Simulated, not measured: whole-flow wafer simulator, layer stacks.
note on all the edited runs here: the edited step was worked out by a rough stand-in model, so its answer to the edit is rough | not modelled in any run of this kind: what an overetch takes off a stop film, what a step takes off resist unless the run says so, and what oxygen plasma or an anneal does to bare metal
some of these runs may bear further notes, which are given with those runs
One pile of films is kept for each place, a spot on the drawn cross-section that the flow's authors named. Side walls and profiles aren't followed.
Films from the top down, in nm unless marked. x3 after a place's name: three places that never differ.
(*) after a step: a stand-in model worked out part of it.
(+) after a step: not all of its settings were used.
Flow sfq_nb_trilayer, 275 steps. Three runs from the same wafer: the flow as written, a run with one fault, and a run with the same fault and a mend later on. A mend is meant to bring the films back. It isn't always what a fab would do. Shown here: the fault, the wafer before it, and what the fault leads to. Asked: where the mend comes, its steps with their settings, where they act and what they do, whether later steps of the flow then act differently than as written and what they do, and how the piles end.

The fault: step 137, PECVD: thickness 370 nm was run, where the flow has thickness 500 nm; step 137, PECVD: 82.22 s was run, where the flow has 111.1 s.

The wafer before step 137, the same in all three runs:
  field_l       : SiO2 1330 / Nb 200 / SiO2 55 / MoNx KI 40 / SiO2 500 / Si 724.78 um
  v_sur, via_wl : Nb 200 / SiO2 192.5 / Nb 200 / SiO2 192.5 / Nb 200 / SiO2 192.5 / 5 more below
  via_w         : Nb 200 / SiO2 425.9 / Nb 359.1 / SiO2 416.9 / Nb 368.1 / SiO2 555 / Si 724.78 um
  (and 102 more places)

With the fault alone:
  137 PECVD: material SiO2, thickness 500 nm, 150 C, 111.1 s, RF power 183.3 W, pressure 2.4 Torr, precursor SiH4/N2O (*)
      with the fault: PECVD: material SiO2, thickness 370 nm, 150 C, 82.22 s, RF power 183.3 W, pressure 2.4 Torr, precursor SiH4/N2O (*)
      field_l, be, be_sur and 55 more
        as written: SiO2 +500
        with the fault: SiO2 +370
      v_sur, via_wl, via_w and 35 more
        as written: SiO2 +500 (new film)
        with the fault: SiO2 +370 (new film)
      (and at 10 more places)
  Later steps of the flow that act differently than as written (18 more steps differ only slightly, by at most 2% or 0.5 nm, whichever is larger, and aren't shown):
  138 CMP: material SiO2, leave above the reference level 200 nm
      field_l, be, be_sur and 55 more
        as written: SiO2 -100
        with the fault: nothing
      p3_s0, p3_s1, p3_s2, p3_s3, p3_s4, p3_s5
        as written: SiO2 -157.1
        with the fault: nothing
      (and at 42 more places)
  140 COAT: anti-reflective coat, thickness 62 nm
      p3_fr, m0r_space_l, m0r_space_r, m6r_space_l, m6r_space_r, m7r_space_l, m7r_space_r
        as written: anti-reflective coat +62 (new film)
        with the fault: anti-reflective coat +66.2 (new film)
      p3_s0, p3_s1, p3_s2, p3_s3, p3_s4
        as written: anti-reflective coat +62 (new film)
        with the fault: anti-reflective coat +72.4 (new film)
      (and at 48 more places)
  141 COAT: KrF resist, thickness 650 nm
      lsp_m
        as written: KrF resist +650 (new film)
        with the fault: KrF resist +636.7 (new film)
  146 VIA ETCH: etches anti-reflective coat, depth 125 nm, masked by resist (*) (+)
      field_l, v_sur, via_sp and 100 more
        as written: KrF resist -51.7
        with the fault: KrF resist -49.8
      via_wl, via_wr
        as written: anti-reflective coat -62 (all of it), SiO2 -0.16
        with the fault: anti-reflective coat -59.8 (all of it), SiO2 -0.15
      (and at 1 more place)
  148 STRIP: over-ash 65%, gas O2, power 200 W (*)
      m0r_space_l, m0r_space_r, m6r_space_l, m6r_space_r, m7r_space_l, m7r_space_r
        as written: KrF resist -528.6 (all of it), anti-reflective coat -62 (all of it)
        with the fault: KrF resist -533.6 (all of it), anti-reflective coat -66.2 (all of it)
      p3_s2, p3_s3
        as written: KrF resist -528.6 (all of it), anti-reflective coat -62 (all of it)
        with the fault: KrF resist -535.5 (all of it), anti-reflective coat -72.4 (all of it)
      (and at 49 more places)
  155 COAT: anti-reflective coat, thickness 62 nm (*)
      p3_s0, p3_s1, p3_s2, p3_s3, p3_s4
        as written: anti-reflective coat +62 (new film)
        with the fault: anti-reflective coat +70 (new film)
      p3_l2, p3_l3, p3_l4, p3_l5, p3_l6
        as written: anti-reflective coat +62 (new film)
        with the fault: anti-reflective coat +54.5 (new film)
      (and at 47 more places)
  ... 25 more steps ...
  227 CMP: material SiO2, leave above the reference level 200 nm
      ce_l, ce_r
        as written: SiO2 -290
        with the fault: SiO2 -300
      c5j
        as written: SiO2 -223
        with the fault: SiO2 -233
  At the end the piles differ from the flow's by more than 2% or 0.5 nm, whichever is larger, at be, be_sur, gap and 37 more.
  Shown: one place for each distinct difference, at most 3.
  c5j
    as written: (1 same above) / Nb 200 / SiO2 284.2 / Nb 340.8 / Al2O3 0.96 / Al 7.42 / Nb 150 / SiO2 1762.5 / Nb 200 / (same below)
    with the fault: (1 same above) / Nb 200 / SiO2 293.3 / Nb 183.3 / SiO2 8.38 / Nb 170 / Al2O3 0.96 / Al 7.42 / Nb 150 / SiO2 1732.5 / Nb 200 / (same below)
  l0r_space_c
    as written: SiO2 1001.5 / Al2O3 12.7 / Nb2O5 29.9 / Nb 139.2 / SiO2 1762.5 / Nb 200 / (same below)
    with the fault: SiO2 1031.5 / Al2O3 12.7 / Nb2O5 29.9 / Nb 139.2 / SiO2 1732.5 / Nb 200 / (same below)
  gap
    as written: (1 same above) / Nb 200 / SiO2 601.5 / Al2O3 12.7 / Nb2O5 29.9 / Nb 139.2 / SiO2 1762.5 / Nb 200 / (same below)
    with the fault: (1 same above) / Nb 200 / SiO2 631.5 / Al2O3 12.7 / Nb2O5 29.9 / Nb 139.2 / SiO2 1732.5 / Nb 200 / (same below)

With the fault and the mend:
  The mend comes after step 137.
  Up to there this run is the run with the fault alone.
  137a PECVD: material SiO2, thickness 130 nm, 150 C, 28.89 s, RF power 183.3 W, pressure 2.4 Torr, precursor SiH4/N2O (*) (the flow's step 137 once more, with other settings)
      field_l, v_sur, via_wl and 99 more
        SiO2 +130
      lsp_r, l0_sur, l0v
        SiO2 +128
      via_v
        SiO2 +124.1
  Later steps of the flow that act differently than as written:
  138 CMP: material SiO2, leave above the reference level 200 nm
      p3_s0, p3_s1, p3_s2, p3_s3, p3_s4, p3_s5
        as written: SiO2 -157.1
        with the mend: SiO2 -100
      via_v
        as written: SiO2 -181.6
        with the mend: SiO2 -125
  At the end the piles are the same as the flow's at every place that both follow.
